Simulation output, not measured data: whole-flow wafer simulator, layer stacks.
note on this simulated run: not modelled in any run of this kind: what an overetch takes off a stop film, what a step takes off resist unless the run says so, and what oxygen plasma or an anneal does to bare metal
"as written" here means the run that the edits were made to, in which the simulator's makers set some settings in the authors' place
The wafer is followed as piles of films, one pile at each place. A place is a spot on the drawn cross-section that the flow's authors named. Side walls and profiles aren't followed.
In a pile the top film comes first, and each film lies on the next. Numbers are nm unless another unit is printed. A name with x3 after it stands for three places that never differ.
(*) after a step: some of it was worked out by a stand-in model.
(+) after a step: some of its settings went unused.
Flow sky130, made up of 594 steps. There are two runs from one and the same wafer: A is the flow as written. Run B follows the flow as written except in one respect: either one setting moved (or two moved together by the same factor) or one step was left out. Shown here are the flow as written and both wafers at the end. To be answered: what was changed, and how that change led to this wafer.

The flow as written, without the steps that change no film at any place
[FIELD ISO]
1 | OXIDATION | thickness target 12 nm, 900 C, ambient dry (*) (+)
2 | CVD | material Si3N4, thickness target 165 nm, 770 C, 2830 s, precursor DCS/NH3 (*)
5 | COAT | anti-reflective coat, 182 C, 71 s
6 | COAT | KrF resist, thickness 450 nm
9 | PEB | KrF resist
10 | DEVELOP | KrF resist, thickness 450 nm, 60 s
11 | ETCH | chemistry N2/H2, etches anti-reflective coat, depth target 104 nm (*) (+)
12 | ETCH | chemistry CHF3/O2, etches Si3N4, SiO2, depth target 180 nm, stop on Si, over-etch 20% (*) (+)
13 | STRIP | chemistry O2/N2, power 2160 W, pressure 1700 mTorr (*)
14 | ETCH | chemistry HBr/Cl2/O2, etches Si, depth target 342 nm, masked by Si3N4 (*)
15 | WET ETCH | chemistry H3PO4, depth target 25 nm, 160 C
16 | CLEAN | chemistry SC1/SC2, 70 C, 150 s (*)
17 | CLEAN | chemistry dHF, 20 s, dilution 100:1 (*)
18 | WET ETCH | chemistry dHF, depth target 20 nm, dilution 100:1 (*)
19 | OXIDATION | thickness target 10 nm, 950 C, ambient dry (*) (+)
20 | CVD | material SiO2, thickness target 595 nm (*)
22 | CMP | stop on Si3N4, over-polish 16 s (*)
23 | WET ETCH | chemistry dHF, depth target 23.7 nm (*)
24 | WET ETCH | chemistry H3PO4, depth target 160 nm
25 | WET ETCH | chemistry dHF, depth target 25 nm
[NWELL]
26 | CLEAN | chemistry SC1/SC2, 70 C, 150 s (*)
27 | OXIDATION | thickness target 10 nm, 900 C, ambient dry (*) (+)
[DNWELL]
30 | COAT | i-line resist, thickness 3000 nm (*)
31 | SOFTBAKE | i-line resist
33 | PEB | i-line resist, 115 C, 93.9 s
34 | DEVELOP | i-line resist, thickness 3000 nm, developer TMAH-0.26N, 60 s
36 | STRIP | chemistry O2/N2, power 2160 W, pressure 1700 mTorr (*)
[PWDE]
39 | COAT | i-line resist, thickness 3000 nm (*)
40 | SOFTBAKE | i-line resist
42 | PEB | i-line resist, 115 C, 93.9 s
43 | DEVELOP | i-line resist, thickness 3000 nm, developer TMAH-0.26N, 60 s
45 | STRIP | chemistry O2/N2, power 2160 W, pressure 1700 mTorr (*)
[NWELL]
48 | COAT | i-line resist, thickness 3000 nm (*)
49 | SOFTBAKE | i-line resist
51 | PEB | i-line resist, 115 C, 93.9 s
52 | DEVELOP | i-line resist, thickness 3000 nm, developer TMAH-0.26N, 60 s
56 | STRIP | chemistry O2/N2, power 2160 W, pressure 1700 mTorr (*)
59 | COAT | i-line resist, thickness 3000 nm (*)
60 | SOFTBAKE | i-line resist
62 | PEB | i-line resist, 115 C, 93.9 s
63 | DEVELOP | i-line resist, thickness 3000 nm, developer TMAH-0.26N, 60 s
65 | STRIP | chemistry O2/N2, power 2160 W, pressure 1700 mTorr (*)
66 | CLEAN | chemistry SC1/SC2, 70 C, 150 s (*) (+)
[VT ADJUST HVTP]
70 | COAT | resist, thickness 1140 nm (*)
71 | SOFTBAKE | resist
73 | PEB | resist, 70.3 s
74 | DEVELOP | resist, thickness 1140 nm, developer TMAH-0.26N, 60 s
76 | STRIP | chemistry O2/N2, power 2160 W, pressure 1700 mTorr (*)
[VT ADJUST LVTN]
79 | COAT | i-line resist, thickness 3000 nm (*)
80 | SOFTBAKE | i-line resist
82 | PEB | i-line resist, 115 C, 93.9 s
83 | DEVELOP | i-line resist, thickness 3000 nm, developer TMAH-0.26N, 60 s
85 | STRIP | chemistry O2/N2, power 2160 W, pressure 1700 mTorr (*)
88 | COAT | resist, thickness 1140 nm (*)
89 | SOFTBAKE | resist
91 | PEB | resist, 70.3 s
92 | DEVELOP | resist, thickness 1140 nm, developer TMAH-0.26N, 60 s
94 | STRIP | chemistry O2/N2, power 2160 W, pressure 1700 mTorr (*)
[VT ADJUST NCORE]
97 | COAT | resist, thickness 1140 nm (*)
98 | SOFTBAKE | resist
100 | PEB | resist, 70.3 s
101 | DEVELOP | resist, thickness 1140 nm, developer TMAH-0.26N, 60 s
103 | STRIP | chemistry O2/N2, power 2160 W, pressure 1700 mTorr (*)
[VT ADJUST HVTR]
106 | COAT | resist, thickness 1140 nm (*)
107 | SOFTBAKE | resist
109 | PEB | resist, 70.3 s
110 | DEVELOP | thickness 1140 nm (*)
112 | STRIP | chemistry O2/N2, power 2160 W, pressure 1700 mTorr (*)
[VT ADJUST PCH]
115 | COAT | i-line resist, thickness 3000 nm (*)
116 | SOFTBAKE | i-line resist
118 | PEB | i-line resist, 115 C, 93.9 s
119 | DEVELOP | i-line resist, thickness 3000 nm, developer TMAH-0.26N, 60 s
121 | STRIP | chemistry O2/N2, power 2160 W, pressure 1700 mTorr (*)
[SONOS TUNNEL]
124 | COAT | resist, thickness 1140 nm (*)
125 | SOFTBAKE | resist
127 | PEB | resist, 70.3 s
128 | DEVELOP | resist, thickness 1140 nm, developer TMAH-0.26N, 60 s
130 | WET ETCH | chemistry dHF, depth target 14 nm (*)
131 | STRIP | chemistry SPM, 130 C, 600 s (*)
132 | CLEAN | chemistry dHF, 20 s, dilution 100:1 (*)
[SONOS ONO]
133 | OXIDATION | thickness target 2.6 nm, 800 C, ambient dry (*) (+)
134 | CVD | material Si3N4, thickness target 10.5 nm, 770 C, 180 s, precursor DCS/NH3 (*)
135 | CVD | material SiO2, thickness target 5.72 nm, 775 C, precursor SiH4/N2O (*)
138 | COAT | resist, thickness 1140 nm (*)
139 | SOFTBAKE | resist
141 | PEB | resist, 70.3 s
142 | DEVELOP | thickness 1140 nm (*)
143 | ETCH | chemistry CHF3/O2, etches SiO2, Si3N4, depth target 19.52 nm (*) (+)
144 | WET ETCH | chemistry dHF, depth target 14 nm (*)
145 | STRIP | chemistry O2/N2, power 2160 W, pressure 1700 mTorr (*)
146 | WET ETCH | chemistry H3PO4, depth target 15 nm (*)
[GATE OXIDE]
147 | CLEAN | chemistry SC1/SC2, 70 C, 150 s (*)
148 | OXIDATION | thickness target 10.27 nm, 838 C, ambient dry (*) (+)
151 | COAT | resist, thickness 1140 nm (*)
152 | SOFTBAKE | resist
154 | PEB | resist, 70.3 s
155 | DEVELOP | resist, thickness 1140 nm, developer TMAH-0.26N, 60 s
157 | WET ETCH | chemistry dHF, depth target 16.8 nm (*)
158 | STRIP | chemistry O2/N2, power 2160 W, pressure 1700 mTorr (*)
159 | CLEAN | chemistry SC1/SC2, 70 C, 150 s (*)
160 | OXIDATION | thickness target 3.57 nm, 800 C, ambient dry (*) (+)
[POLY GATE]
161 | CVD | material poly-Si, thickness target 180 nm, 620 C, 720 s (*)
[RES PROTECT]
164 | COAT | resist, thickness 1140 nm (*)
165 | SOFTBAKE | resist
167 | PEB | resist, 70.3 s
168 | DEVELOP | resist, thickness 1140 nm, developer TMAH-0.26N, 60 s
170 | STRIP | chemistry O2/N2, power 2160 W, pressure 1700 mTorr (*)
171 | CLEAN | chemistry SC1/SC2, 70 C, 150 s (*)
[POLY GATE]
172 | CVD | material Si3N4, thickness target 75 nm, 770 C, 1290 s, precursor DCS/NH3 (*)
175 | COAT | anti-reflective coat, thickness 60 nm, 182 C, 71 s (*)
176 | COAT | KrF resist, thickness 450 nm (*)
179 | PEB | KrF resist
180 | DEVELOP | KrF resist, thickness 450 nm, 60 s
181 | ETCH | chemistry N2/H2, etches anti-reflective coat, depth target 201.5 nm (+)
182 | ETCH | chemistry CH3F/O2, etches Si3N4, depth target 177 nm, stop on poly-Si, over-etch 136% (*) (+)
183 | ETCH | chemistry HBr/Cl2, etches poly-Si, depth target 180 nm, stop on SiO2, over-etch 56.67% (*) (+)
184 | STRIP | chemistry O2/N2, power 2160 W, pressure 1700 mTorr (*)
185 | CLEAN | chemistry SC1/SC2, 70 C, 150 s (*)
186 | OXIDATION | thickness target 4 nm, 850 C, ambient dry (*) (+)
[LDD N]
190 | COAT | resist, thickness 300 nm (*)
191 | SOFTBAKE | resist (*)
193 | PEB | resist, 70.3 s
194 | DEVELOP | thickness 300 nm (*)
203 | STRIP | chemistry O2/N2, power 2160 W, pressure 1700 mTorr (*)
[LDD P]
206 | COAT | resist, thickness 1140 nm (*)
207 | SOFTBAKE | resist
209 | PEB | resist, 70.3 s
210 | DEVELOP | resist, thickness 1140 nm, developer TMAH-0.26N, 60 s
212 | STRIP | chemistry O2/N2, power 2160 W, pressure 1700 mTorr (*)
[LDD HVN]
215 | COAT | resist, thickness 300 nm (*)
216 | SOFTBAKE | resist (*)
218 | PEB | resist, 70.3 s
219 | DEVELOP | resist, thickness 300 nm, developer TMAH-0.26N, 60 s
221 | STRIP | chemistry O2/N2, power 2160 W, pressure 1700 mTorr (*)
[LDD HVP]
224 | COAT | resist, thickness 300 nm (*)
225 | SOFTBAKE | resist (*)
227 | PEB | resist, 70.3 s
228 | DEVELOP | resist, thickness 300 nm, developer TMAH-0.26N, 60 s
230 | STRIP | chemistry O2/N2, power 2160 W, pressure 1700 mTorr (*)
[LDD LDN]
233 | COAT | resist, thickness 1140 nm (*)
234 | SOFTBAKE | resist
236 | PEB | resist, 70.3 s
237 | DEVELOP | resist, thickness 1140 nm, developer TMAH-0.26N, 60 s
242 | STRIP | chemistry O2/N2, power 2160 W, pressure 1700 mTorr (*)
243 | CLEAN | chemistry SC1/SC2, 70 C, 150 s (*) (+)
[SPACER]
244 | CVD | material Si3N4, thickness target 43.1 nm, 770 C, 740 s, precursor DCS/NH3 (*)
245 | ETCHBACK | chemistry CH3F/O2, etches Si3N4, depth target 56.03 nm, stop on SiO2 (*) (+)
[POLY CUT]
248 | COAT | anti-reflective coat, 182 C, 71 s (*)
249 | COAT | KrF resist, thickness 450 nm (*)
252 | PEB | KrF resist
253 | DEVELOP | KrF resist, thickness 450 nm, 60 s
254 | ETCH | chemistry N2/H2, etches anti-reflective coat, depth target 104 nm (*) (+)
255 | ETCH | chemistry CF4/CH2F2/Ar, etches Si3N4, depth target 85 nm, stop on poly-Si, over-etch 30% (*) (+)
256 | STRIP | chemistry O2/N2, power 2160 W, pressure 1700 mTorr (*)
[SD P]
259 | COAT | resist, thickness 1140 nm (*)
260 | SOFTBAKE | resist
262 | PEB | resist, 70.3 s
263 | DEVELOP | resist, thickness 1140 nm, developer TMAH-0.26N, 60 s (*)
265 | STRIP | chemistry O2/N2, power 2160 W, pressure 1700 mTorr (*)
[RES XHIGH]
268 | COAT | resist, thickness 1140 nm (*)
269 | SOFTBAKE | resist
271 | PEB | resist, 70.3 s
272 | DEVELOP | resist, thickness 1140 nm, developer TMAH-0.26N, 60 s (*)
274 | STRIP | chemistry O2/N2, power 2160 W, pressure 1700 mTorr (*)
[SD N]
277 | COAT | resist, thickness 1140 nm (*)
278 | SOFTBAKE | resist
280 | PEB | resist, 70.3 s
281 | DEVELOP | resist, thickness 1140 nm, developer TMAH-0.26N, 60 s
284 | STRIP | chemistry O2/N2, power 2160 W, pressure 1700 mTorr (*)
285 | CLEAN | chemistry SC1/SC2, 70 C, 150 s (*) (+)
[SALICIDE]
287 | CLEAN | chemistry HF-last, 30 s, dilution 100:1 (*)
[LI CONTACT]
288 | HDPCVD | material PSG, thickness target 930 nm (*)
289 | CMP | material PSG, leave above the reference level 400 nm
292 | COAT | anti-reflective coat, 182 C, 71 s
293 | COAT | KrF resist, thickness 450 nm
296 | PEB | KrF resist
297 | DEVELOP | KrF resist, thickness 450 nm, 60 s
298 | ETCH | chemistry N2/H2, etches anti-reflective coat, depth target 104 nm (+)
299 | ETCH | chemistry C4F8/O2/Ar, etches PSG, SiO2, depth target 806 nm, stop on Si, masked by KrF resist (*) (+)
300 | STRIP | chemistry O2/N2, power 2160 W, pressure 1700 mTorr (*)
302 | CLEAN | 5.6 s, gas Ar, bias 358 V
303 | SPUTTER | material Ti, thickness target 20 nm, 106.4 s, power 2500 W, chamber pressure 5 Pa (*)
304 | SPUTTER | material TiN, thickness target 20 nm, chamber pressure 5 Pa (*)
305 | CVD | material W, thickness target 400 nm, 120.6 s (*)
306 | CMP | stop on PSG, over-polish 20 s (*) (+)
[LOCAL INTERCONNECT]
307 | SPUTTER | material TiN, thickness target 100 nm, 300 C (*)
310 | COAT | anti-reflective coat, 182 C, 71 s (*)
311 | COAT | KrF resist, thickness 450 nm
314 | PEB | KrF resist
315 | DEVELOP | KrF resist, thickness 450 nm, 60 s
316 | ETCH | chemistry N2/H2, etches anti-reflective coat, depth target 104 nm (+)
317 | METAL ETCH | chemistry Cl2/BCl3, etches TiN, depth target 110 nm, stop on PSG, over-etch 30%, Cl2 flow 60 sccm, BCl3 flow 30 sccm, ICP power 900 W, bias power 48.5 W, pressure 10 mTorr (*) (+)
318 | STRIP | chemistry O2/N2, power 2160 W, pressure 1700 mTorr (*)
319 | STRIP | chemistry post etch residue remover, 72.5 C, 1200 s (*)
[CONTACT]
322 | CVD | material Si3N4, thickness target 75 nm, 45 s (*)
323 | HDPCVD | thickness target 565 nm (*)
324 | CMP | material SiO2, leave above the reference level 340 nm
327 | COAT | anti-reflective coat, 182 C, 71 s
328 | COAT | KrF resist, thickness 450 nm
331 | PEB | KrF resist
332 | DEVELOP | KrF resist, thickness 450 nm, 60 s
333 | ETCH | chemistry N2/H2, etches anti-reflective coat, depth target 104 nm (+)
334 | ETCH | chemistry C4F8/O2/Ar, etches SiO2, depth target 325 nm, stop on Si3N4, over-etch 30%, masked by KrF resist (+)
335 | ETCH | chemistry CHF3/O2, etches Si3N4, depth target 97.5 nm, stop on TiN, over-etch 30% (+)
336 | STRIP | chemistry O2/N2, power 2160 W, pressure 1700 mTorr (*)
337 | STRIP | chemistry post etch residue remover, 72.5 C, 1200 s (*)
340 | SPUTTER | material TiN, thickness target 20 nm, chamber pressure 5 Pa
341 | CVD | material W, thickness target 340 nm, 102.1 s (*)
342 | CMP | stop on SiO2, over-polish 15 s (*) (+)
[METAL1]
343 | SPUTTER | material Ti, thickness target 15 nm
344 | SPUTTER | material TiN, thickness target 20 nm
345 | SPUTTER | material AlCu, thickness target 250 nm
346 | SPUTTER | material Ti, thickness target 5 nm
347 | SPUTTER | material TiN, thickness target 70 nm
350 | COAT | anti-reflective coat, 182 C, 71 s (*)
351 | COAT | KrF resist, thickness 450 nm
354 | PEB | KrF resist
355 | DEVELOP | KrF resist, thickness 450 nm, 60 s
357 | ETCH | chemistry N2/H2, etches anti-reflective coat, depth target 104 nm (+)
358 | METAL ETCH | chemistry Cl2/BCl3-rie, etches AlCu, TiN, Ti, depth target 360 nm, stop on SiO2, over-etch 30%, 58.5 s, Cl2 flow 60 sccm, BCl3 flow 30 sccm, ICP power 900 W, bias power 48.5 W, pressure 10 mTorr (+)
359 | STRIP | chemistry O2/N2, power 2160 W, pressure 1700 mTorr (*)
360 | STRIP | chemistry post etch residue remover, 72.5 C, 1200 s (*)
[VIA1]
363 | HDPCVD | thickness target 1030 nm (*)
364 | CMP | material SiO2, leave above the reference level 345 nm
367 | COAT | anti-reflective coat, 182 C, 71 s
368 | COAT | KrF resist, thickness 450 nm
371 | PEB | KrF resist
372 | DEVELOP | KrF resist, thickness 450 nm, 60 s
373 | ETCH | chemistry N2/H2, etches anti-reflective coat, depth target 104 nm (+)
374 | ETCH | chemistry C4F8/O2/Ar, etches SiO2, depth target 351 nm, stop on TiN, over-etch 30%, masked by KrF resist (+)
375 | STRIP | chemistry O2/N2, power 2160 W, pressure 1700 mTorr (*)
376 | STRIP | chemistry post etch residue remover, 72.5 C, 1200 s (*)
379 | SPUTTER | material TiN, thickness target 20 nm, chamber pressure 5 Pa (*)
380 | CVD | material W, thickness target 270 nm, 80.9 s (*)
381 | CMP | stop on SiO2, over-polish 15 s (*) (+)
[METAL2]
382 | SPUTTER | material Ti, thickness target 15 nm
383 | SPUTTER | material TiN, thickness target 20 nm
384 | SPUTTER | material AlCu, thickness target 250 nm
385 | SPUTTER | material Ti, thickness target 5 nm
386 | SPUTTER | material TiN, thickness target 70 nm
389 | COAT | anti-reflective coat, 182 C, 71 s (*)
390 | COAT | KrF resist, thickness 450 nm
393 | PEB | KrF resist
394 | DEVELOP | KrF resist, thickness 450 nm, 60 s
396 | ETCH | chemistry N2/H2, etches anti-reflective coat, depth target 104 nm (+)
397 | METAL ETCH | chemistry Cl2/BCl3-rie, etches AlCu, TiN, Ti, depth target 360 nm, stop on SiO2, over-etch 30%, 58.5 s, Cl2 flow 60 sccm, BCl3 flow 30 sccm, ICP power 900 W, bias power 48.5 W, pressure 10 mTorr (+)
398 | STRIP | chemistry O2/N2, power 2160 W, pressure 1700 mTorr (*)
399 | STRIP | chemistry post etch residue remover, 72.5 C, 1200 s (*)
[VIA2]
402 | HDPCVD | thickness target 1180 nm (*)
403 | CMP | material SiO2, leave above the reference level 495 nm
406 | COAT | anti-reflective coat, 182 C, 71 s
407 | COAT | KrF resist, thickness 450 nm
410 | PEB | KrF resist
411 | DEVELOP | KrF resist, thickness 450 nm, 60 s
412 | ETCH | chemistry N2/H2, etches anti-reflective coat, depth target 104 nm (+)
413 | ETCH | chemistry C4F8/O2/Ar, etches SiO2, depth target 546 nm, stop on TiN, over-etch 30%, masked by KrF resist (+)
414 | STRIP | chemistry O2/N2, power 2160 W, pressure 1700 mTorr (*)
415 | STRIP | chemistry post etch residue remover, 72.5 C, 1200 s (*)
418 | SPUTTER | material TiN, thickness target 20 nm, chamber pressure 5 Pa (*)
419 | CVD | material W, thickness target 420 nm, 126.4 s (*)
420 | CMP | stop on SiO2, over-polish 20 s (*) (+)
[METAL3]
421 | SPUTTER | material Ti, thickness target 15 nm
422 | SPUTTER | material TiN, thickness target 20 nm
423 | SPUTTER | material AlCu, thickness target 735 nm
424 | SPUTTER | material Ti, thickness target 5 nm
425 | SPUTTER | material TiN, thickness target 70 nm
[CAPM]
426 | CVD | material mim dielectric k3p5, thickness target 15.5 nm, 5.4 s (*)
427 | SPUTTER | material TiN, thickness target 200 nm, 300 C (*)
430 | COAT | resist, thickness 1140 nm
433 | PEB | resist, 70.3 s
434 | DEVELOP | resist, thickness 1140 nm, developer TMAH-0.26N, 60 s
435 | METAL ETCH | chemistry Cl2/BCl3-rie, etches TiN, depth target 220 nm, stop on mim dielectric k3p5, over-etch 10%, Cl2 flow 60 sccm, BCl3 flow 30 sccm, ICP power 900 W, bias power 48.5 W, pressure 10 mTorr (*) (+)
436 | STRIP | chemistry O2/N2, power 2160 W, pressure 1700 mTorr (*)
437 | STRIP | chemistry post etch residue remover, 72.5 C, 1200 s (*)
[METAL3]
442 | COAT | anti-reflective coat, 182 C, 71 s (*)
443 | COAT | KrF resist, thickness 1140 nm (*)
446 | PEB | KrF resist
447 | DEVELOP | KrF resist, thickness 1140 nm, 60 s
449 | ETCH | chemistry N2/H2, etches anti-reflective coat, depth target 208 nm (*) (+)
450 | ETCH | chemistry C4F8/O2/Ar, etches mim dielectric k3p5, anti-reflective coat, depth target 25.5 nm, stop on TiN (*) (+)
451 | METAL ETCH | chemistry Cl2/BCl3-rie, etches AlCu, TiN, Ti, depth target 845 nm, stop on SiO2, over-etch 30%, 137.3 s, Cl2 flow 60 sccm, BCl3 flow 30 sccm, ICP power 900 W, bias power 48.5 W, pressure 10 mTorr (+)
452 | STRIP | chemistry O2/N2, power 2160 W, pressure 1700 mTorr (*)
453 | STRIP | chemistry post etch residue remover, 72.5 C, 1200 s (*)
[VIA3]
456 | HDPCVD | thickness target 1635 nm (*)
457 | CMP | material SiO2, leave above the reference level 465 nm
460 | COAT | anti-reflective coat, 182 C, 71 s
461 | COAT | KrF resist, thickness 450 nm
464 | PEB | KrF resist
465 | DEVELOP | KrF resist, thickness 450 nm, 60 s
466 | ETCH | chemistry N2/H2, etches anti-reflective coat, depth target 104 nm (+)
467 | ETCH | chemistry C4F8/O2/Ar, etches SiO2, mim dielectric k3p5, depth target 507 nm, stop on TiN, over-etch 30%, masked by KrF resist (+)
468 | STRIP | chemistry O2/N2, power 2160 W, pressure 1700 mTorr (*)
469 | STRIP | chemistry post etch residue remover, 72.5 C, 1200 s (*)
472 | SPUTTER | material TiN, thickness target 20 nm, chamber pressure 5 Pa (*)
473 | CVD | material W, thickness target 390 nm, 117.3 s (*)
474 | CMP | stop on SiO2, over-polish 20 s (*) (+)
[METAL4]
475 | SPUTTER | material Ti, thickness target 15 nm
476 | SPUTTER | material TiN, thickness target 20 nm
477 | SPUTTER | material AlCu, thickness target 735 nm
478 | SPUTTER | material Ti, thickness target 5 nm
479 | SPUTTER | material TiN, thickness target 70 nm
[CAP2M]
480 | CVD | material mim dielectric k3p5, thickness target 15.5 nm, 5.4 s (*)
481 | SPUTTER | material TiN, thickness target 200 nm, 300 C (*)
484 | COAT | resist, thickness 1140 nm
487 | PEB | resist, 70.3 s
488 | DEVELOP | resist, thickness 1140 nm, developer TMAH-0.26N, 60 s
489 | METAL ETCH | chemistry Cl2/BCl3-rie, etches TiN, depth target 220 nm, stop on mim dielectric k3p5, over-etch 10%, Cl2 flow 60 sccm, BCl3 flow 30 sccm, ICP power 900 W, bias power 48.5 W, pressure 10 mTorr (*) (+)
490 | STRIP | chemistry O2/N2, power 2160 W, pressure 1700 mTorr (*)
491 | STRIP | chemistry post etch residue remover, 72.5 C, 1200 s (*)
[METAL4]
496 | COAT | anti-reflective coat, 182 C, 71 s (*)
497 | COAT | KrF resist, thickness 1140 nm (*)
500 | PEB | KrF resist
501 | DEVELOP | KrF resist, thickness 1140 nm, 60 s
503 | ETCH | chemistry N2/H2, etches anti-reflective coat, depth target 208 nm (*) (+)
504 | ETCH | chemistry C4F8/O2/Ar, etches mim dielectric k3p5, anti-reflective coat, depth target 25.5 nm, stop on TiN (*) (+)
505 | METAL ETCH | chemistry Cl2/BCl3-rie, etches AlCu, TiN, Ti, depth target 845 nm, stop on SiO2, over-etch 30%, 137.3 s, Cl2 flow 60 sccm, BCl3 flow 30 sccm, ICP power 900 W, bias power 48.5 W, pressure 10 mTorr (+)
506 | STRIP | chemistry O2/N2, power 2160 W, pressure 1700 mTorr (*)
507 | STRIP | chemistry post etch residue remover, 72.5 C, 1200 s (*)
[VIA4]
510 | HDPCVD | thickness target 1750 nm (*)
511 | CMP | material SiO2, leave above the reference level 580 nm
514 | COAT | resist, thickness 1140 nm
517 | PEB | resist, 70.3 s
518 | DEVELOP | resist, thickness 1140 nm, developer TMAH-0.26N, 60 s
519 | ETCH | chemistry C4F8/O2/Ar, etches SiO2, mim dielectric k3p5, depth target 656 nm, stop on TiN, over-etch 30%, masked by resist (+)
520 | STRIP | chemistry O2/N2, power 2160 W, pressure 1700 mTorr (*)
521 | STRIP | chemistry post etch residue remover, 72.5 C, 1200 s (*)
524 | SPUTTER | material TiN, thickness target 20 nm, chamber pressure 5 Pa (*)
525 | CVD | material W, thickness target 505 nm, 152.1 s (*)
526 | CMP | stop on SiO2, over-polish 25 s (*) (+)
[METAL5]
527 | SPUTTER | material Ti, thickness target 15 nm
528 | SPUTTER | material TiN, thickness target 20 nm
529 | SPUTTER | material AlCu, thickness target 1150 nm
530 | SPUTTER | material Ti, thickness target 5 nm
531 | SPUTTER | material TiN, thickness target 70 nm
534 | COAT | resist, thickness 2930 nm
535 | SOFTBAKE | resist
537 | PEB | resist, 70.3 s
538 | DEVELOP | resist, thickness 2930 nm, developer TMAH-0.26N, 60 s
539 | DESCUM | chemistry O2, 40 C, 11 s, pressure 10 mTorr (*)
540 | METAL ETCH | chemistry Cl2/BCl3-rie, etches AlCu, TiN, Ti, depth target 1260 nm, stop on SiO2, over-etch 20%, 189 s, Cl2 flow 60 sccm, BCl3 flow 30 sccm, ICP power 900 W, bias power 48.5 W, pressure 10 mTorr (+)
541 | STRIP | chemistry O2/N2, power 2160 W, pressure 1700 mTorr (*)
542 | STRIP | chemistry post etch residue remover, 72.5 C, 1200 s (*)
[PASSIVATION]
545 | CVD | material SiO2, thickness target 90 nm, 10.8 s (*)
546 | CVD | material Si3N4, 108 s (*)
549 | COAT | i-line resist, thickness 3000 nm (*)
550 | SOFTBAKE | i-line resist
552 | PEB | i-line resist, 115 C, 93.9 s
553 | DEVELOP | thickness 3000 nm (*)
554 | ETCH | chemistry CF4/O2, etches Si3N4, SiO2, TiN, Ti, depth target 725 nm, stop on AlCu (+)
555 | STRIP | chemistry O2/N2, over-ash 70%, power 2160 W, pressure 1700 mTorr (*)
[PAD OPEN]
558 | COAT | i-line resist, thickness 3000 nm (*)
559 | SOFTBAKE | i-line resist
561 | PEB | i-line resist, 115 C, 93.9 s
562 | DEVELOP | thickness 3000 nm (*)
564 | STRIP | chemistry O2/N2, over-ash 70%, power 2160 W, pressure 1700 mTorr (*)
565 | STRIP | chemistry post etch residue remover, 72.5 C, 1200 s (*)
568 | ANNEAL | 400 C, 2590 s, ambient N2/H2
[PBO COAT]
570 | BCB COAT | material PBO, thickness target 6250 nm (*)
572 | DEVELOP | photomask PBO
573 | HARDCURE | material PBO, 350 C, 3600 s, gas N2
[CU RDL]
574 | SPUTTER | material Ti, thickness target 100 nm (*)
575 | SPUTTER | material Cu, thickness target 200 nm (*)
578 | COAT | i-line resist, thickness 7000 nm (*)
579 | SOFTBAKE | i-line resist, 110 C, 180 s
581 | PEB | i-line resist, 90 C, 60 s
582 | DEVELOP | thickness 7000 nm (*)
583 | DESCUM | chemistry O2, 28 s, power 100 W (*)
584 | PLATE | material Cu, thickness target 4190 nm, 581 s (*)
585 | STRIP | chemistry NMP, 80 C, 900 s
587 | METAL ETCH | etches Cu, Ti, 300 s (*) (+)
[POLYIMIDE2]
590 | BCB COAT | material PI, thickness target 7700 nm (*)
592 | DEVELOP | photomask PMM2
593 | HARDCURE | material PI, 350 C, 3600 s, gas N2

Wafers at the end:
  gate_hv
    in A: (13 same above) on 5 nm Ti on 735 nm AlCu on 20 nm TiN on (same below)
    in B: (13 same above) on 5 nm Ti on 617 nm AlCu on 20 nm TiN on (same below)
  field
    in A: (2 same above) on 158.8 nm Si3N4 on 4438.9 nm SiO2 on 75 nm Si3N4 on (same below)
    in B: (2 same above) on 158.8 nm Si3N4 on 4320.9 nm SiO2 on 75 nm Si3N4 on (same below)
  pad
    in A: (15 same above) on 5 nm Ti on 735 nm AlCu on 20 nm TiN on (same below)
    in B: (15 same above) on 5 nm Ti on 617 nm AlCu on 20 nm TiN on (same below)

The reason: step 423, SPUTTER: thickness target 617 nm was run, while the flow as written has thickness target 735 nm.
One can read it off the wafer: gate_hv has AlCu 617, and step 423 as written asks for 735 nm.

How this came from the change, step by step:
  423 | SPUTTER | material AlCu, thickness target 735 nm
      field, active, n_well and 188 more: A AlCu gains 735 (new film) | B AlCu gains 617 (new film)
  451 | METAL ETCH | chemistry Cl2/BCl3-rie, etches AlCu, TiN, Ti, depth target 845 nm, stop on SiO2, over-etch 30%, 137.3 s, Cl2 flow 60 sccm, BCl3 flow 30 sccm, ICP power 900 W, bias power 48.5 W, pressure 10 mTorr (+)
      field, gate, spacer and 61 more: A TiN loses 70 (all of it), Ti loses 5 (all of it), AlCu loses 735 (all of it), TiN loses 20 (all of it), Ti loses 15 (all of it), SiO2 loses 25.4 | B TiN loses 70 (all of it), Ti loses 5 (all of it), AlCu loses 617 (all of it), TiN loses 20 (all of it), Ti loses 15 (all of it), SiO2 loses 37.1
      vpp_ln, vpp_iso2, ndiff_ln, ndiff_cd, via1_hole, via1_enc, via_li1, m2_ln_cd: A TiN loses 70 (all of it), Ti loses 5 (all of it), AlCu loses 735 (all of it), TiN loses 20 (all of it), Ti loses 15 (all of it), SiO2 loses 25.3 | B TiN loses 70 (all of it), Ti loses 5 (all of it), AlCu loses 617 (all of it), TiN loses 20 (all of it), Ti loses 15 (all of it), SiO2 loses 37.1
      (as well as at 13 more places)
  457 | CMP | material SiO2, leave above the reference level 465 nm
      field, active, gate and 82 more: A SiO2 loses 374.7 | B SiO2 loses 480.8
